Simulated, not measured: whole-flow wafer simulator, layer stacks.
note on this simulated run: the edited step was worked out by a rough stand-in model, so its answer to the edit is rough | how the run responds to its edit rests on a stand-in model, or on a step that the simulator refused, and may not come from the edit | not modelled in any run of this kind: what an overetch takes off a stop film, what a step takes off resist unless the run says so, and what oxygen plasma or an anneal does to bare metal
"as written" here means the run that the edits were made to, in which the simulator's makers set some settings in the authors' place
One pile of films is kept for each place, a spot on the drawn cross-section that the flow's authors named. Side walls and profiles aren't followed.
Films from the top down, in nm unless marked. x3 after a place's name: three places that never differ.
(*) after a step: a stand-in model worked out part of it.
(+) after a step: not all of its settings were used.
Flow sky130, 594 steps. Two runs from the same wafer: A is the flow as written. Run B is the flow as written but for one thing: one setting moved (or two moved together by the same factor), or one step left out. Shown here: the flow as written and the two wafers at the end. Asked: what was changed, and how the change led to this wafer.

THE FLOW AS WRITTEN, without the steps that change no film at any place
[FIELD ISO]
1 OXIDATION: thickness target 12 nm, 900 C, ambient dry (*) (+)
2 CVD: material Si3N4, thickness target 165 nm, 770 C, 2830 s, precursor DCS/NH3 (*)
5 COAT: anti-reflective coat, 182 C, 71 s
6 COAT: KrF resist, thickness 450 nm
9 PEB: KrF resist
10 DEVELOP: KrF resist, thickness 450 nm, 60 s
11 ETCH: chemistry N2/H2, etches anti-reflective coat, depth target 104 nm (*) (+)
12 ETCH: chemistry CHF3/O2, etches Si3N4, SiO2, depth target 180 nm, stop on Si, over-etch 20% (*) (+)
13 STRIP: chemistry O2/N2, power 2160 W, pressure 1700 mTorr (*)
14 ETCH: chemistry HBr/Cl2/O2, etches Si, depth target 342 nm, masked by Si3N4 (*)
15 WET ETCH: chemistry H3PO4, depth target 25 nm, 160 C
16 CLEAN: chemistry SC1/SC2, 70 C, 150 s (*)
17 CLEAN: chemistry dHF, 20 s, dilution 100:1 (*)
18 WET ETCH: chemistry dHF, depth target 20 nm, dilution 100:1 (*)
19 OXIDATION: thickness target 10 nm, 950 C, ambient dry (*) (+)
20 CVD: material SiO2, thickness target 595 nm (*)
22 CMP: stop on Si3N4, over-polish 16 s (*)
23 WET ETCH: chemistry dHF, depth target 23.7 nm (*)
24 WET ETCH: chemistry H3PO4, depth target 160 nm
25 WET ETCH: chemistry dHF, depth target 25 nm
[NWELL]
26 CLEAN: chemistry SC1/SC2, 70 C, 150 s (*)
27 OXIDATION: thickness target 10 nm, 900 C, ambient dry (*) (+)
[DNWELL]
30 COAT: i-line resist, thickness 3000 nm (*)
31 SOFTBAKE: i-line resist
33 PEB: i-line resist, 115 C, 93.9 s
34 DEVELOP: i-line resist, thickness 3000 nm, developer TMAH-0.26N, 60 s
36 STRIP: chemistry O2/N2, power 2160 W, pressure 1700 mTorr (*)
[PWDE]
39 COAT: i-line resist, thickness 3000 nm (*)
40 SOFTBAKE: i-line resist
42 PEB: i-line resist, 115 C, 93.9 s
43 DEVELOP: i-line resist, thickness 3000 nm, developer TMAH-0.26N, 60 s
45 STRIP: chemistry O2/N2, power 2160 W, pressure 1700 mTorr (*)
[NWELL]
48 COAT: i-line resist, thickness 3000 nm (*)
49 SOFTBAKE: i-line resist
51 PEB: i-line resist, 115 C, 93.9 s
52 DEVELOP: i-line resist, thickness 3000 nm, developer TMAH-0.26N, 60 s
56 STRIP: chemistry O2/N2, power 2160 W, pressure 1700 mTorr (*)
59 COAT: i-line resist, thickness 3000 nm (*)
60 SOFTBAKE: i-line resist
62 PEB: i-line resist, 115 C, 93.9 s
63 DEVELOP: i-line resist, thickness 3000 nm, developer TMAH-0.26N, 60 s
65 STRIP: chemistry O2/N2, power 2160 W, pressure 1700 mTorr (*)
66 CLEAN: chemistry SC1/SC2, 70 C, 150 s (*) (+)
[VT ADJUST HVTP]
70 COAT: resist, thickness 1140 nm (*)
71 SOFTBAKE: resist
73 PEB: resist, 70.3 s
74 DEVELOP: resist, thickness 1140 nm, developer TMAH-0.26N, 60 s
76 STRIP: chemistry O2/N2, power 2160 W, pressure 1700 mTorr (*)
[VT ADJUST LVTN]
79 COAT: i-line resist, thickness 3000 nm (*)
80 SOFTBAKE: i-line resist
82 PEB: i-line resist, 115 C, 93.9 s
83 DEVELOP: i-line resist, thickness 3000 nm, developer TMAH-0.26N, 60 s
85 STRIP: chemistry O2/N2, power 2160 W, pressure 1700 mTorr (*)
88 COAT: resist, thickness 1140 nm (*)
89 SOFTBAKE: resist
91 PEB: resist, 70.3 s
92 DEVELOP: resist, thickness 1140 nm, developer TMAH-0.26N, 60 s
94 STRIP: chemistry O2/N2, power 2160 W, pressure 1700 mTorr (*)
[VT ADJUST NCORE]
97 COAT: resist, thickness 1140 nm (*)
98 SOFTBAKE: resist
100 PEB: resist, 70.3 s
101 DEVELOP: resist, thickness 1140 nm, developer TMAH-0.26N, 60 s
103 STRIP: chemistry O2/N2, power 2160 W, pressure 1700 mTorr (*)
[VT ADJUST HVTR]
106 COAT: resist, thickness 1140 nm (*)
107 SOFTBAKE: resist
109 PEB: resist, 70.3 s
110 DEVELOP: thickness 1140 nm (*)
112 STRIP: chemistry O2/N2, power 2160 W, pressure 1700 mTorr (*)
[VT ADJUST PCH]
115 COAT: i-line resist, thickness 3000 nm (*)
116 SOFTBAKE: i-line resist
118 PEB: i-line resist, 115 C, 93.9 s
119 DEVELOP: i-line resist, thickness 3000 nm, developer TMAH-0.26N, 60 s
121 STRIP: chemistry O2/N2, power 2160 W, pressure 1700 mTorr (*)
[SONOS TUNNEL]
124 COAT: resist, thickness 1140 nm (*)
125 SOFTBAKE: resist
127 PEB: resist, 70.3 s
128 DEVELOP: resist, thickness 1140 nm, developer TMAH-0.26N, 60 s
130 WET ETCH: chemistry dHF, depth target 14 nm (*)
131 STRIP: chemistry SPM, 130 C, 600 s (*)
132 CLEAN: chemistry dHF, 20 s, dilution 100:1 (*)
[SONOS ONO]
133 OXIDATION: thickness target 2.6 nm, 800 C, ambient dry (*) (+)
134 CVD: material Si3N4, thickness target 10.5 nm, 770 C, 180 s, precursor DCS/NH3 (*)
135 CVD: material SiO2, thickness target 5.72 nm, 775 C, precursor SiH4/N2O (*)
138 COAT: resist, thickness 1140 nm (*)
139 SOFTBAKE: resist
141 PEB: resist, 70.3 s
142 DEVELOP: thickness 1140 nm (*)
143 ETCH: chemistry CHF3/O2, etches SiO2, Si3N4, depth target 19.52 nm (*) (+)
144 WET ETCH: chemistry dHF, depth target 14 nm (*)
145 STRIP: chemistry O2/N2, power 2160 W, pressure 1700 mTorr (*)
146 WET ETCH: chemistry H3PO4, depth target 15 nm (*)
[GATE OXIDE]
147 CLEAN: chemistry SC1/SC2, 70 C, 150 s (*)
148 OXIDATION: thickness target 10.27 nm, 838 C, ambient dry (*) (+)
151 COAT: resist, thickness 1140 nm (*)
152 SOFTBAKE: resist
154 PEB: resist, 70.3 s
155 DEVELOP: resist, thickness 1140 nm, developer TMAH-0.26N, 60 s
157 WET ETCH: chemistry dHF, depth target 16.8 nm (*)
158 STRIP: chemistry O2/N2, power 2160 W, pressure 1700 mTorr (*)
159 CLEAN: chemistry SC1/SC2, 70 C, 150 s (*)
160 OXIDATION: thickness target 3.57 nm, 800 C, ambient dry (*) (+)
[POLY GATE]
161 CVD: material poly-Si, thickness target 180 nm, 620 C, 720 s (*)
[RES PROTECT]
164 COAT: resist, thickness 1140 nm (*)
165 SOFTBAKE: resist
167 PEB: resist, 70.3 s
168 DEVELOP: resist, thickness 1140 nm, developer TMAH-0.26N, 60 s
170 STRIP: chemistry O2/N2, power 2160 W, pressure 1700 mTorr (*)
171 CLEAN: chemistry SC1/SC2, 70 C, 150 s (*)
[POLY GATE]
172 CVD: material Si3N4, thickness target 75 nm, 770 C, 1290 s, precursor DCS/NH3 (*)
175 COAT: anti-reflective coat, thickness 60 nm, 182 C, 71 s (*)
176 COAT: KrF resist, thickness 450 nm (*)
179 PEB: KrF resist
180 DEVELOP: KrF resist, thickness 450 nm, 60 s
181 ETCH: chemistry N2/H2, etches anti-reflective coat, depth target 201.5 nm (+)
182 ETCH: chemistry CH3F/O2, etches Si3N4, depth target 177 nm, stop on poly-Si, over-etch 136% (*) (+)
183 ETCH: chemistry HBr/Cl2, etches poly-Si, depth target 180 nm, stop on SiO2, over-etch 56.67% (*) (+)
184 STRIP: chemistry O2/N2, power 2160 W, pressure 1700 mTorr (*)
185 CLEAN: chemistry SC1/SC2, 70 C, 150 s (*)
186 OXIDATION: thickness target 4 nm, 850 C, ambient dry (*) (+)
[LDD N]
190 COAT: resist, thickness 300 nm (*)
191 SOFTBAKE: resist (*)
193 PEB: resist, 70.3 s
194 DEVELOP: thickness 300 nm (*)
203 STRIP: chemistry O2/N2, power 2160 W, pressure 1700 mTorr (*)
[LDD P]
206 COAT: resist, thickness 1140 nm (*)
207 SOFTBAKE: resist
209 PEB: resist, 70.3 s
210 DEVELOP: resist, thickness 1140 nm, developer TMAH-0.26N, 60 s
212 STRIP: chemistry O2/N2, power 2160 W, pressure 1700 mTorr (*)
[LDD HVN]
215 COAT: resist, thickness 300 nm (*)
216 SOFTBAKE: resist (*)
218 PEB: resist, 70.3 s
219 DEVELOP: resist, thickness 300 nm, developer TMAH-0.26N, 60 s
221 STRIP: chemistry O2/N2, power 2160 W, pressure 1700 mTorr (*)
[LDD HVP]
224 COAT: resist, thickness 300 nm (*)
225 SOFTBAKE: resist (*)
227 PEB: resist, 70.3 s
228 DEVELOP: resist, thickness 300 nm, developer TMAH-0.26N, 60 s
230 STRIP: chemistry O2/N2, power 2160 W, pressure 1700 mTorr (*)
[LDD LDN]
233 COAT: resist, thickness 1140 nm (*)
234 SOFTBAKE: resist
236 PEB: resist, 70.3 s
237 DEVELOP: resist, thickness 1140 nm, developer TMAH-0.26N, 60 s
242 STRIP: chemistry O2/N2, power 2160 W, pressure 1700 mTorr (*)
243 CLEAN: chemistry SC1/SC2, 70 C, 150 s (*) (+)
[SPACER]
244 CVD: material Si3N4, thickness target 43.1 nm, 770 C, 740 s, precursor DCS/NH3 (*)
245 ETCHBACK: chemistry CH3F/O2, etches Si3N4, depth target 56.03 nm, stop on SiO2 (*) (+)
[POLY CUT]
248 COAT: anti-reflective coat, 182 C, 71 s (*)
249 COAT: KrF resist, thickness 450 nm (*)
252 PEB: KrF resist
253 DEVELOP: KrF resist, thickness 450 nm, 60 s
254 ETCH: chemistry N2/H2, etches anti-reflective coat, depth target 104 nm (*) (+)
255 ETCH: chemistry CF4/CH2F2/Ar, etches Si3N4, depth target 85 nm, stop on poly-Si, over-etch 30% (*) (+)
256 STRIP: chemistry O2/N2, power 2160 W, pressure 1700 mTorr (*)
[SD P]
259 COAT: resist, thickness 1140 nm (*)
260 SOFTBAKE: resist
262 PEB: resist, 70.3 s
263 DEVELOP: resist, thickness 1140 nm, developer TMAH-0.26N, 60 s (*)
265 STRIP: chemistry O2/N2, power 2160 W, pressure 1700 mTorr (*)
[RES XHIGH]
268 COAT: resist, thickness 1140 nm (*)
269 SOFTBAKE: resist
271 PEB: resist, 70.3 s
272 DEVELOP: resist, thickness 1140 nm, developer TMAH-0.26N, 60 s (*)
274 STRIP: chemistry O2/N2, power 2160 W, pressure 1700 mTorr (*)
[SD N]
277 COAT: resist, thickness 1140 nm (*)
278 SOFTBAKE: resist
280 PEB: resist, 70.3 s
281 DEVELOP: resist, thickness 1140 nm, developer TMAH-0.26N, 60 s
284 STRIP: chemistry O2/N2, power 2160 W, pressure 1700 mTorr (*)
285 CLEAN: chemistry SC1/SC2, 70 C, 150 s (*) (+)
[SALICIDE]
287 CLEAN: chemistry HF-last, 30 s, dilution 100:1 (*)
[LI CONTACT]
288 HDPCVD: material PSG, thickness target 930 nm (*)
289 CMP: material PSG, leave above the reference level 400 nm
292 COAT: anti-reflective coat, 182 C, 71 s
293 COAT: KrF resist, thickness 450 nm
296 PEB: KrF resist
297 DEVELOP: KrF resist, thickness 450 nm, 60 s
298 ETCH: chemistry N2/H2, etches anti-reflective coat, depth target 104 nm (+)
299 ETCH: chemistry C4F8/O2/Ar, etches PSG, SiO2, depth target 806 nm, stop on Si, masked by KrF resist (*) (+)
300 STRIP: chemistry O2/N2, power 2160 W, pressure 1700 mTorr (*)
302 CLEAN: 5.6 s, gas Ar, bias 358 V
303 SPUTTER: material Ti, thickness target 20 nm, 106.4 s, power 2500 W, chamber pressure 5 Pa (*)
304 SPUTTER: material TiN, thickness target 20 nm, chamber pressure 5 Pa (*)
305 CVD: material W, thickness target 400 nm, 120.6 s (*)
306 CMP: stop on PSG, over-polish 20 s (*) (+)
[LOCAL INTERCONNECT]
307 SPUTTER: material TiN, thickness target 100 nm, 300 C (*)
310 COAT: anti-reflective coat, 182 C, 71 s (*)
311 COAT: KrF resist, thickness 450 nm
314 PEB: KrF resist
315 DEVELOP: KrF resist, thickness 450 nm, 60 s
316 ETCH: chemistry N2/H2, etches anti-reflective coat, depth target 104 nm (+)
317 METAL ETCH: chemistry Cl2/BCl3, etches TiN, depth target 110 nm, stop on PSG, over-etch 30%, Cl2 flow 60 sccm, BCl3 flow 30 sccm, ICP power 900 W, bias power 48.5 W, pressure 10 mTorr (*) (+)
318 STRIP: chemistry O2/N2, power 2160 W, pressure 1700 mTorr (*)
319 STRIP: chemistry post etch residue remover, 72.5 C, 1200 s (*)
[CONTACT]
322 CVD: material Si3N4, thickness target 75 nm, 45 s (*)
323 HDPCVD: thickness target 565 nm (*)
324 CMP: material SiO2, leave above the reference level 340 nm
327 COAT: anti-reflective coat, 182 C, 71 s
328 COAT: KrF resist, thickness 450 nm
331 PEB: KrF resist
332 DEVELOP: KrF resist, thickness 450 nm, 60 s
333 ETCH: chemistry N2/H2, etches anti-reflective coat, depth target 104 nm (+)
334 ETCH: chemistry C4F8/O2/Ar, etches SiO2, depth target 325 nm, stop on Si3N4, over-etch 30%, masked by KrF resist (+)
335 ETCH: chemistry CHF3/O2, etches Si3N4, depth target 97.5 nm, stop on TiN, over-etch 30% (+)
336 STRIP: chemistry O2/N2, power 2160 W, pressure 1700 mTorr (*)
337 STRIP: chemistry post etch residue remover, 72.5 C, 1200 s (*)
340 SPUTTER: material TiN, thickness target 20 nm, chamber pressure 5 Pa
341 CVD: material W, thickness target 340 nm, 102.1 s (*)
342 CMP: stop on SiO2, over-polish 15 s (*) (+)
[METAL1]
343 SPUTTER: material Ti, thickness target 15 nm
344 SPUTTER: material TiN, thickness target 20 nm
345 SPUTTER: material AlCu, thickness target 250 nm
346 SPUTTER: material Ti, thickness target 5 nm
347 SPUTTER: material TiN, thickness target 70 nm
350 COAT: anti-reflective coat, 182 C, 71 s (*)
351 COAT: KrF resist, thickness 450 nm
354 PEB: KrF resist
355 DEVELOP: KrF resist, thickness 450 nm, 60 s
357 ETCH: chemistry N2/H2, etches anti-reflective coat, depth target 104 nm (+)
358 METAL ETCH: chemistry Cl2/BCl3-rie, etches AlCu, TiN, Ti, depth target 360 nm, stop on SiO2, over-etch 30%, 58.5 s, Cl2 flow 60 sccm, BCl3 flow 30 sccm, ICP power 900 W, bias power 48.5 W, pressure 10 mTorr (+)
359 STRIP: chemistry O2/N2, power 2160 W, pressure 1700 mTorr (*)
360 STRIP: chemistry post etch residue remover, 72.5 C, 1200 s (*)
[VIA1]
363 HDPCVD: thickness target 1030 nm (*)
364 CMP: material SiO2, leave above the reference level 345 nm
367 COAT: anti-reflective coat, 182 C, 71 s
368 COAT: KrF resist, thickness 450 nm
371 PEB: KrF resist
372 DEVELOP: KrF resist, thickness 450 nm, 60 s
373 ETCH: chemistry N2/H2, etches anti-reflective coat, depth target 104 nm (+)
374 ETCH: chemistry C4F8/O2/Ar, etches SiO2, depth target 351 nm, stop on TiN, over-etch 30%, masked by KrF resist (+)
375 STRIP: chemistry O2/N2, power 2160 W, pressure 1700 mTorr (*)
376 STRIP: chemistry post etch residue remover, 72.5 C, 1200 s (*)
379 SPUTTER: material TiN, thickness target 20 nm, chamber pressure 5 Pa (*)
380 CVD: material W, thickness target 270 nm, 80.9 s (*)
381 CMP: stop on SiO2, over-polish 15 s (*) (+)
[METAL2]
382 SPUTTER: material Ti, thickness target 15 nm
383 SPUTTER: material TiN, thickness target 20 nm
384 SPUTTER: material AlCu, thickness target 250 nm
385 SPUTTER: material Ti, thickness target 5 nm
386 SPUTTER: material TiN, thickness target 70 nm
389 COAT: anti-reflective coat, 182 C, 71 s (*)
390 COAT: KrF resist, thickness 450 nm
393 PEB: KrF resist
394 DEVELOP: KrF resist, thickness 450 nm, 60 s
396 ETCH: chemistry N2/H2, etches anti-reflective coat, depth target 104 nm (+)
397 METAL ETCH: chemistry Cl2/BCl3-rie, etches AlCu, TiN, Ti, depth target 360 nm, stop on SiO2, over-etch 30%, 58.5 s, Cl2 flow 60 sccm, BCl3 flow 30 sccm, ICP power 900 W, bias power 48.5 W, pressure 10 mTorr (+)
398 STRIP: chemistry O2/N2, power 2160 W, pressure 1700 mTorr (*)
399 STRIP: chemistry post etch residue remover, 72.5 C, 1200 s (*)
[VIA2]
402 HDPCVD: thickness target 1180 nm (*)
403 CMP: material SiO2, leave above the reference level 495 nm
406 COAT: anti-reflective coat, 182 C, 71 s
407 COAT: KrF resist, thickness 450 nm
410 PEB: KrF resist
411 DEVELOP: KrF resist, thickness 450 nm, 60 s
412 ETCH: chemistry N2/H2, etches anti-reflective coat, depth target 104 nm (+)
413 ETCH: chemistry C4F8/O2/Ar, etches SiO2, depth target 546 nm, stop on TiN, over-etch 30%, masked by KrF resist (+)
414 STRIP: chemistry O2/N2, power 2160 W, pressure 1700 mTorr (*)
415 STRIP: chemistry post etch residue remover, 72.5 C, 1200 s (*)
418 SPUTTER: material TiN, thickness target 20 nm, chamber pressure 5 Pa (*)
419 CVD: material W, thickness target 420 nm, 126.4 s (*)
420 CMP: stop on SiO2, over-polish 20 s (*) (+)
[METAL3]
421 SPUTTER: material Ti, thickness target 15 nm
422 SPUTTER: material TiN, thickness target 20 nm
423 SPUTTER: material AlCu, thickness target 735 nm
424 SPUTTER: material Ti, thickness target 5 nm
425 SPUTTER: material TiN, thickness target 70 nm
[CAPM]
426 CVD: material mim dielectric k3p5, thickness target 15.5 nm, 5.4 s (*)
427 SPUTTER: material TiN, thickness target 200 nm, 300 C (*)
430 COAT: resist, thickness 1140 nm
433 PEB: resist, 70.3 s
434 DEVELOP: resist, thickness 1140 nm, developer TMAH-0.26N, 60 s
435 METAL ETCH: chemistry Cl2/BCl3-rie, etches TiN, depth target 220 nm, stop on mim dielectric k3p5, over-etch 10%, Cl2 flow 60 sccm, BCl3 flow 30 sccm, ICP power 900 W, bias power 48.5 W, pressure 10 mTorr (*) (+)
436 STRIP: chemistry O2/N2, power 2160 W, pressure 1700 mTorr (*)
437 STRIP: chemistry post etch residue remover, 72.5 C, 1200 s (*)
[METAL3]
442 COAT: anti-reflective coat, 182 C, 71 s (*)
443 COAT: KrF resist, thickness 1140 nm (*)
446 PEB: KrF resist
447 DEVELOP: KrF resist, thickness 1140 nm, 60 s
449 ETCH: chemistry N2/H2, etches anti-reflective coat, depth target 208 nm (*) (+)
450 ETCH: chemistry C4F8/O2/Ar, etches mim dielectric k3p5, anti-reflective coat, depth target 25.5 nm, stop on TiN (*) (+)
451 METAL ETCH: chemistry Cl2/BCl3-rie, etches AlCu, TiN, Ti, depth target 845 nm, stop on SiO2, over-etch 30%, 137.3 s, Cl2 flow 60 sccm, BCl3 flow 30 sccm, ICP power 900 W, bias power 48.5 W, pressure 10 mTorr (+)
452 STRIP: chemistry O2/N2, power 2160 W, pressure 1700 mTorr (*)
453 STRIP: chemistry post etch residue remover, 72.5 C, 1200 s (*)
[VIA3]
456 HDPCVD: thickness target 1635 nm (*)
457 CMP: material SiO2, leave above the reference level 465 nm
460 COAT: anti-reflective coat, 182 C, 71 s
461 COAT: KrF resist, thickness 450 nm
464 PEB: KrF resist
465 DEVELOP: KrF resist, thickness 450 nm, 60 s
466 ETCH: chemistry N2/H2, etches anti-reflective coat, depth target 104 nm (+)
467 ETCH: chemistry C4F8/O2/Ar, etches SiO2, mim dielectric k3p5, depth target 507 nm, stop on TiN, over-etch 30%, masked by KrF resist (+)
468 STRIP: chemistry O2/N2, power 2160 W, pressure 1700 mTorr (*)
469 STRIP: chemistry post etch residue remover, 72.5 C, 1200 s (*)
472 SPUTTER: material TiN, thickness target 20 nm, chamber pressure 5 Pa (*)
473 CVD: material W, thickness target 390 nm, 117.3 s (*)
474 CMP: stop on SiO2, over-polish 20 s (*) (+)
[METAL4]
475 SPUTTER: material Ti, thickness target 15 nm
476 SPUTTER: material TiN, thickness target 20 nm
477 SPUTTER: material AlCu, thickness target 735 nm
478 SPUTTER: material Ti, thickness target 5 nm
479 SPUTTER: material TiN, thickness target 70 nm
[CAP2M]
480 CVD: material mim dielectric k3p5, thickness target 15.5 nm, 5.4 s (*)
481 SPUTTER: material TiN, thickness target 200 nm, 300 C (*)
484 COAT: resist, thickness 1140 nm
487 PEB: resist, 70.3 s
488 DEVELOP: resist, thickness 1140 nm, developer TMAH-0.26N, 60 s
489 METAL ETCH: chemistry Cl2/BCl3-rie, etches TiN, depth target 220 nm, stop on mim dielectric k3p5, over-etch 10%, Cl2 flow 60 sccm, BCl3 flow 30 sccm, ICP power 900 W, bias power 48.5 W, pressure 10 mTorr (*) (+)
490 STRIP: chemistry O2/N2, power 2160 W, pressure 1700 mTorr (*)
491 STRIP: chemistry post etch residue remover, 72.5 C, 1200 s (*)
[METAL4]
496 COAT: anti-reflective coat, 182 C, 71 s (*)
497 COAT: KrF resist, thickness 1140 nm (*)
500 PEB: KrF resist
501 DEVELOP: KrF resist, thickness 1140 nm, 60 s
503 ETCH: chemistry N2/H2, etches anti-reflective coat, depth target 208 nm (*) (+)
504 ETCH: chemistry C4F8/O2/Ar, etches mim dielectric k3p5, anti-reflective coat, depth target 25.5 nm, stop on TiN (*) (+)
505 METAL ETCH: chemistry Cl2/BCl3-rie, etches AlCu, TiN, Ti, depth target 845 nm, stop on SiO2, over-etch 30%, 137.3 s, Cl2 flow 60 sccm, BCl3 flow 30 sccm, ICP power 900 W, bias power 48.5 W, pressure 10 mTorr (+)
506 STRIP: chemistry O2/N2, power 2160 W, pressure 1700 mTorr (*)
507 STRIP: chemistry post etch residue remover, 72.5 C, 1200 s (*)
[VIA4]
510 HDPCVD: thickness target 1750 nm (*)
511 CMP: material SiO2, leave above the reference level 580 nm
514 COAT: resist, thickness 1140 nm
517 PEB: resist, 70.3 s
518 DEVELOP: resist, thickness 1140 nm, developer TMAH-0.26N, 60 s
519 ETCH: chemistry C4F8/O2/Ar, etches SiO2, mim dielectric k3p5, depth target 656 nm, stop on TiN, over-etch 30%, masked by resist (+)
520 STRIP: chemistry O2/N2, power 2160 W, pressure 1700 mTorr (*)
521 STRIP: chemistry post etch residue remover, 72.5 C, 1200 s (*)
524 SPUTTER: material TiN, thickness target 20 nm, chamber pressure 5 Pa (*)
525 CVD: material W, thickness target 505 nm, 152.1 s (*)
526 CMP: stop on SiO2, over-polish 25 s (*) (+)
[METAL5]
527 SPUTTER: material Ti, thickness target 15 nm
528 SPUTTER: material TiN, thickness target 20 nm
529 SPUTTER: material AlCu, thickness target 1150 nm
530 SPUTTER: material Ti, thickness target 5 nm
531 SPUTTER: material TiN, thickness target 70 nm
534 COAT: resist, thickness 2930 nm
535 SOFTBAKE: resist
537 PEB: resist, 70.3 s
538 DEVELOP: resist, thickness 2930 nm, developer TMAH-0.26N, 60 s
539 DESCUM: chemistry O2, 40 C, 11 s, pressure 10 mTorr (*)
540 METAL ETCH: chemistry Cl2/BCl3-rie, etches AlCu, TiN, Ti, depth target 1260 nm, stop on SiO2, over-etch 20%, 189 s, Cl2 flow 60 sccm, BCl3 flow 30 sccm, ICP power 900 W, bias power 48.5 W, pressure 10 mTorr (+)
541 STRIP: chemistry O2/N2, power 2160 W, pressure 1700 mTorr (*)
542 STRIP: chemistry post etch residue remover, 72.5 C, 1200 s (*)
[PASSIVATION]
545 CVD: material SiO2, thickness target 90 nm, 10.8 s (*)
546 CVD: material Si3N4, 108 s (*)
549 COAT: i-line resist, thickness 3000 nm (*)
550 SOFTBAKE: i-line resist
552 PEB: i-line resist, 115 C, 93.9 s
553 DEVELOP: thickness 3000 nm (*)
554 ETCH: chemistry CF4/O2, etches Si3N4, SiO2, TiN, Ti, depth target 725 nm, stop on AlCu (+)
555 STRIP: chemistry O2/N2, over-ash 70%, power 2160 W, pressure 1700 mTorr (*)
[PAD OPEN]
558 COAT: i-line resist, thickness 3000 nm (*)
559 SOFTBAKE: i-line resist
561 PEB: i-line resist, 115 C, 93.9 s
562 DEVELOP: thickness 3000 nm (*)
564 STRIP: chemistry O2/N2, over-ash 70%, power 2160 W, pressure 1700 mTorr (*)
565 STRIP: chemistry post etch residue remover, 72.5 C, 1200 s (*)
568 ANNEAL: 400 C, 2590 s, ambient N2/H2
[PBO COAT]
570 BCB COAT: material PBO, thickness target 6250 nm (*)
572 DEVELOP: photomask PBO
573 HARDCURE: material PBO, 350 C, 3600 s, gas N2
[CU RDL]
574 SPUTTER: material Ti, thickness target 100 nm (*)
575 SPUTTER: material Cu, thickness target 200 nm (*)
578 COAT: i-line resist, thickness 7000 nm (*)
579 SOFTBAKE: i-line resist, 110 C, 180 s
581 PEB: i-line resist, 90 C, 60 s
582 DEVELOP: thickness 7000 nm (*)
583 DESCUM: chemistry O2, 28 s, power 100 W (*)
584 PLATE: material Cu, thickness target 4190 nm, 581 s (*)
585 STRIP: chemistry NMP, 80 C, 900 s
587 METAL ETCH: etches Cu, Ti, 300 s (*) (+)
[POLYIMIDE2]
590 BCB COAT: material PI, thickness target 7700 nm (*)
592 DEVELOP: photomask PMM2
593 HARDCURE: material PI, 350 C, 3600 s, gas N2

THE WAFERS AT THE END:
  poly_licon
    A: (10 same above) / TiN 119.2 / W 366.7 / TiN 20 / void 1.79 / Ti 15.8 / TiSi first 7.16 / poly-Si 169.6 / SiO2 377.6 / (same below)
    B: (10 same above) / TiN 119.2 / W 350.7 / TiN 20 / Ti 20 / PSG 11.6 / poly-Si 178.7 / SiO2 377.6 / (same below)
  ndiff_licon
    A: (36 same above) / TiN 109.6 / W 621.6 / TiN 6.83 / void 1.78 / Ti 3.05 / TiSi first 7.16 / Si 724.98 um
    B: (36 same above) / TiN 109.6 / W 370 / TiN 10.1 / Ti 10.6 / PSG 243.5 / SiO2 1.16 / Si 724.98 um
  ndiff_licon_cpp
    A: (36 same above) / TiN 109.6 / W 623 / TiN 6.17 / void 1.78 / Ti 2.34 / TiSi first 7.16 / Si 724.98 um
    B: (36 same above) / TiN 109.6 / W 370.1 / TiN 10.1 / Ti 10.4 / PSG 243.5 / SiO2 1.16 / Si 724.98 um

The cause: step 299, ETCH: depth target 395 nm was run, where the flow has depth target 806 nm.

How the change led to this, step by step:
  299 ETCH: chemistry C4F8/O2/Ar, etches PSG, SiO2, depth target 806 nm, stop on Si, masked by KrF resist (*) (+)
      contact, ndiff_licon, ndiff_licon_cpp: A PSG -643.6 (all of it), SiO2 -1.16 (all of it) | B PSG -395
      poly_licon, rpo_hd_licon: A PSG -411.7 (all of it) | B PSG -395
      (and at 187 more places)
  300 STRIP: chemistry O2/N2, power 2160 W, pressure 1700 mTorr (*)
      contact, ndiff_licon, ndiff_licon_cpp: A chemical SiO2 +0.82 (new film), Si -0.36 | B nothing
      poly_licon, rpo_hd_licon: A chemical SiO2 +0.82 (new film), poly-Si -0.36 | B nothing
      (and at 187 more places)
  302 CLEAN: 5.6 s, gas Ar, bias 358 V
      contact, ndiff_licon, ndiff_licon_cpp: A chemical SiO2 -0.82 (all of it) | B PSG -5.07
      poly_licon, rpo_hd_licon: A chemical SiO2 -0.82 (all of it), poly-Si -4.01 | B PSG -5.07
  303 SPUTTER: material Ti, thickness target 20 nm, 106.4 s, power 2500 W, chamber pressure 5 Pa (*)
      ndiff_licon: A Ti +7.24 (new film) | B Ti +10.6 (new film)
      ndiff_licon_cpp: A Ti +6.53 (new film) | B Ti +10.4 (new film)
  304 SPUTTER: material TiN, thickness target 20 nm, chamber pressure 5 Pa (*)
      ndiff_licon: A TiN +6.83 (new film) | B TiN +10.1 (new film)
      ndiff_licon_cpp: A TiN +6.17 (new film) | B TiN +10.1 (new film)
  305 CVD: material W, thickness target 400 nm, 120.6 s (*)
      ndiff_licon: A W +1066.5 (new film) | B W +815 (new film)
      ndiff_licon_cpp: A W +1067.9 (new film) | B W +815 (new film)
  306 CMP: stop on PSG, over-polish 20 s (*) (+)
      poly_licon: A W -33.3 | B W -49.3
  568 ANNEAL: 400 C, 2590 s, ambient N2/H2
      poly_licon, rpo_hd_licon: A under 11 films: void +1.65 (new film), Ti -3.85, TiSi first +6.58 (new film), poly-Si -4.38 | B nothing
      ndiff_licon, ndiff_licon_cpp: A under 37 films: void +1.63 (new film), Ti -3.85, TiSi first +6.58 (new film), Si -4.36 | B nothing
Counting metal films that touch as one body, poly_licon has 1 body; the flow as written gives 2 bodies (between them, from the top down: void 1.79).
Counting metal films that touch as one body, ndiff_licon has 5 bodies (between them, from the top down: SiO2 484 / mim dielectric k3p5 15.5; SiO2 370.1 / mim dielectric k3p5 15.5; SiO2 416; SiO2 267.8); the flow as written gives 6 bodies (between them, from the top down: SiO2 484 / mim dielectric k3p5 15.5; SiO2 370.1 / mim dielectric k3p5 15.5; SiO2 416; SiO2 267.8; void 1.78).
Counting metal films that touch as one body, ndiff_licon_cpp has 5 bodies (between them, from the top down: SiO2 484 / mim dielectric k3p5 15.5; SiO2 370.1 / mim dielectric k3p5 15.5; SiO2 416; SiO2 267.8); the flow as written gives 6 bodies (between them, from the top down: SiO2 484 / mim dielectric k3p5 15.5; SiO2 370.1 / mim dielectric k3p5 15.5; SiO2 416; SiO2 267.8; void 1.78).
